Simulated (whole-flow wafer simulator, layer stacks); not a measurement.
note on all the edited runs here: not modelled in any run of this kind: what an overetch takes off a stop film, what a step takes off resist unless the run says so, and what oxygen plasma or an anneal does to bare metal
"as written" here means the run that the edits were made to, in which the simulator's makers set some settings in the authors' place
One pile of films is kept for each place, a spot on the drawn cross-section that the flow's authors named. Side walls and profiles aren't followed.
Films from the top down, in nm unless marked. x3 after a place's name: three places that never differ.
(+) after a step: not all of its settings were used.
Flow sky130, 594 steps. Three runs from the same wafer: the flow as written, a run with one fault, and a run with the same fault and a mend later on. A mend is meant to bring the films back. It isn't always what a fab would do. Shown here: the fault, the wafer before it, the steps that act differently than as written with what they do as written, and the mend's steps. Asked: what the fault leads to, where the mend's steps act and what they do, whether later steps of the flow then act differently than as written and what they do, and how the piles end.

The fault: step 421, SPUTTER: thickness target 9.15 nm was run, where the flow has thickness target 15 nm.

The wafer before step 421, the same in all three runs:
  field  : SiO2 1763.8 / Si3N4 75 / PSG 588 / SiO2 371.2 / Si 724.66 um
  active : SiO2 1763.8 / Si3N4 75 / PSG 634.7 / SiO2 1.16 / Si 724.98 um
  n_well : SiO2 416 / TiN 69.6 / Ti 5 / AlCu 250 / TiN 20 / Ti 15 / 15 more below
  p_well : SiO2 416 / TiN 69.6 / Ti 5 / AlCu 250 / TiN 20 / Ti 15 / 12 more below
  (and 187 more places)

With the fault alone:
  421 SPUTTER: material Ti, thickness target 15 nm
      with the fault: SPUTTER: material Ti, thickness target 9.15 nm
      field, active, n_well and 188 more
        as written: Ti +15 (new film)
        with the fault: Ti +9.15 (new film)
  Later steps of the flow that act differently than as written (16 more steps differ only slightly, by at most 2% or 0.5 nm, whichever is larger, and aren't shown):
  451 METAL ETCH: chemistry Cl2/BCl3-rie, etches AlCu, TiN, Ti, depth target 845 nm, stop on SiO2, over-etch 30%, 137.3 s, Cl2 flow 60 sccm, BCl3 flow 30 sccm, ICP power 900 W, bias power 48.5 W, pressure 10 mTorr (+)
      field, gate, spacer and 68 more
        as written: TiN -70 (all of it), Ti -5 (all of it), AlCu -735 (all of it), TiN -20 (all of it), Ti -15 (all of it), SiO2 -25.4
        with the fault: TiN -70 (all of it), Ti -5 (all of it), AlCu -735 (all of it), TiN -20 (all of it), Ti -9.15 (all of it), SiO2 -25.9
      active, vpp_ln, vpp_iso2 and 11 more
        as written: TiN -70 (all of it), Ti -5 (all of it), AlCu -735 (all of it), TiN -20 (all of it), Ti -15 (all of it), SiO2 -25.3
        with the fault: TiN -70 (all of it), Ti -5 (all of it), AlCu -735 (all of it), TiN -20 (all of it), Ti -9.15 (all of it), SiO2 -25.9
  At the end the piles differ from the flow's by more than 2% or 0.5 nm, whichever is larger, at n_well, p_well, gate_hv and 104 more.
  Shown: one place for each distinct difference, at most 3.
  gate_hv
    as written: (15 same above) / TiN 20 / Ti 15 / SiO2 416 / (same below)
    with the fault: (15 same above) / TiN 20 / Ti 9.15 / SiO2 416 / (same below)
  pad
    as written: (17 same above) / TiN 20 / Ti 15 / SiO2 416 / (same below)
    with the fault: (17 same above) / TiN 20 / Ti 9.15 / SiO2 416 / (same below)
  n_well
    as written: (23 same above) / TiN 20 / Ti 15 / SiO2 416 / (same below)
    with the fault: (23 same above) / TiN 20 / Ti 9.15 / SiO2 416 / (same below)

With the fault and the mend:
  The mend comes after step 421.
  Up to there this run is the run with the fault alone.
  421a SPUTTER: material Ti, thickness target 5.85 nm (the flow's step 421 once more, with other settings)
      field, active, n_well and 188 more
        Ti +5.85
  No later step of the flow acts differently than as written at any place that is followed.
  At the end the piles are the same as the flow's at every place that both follow.
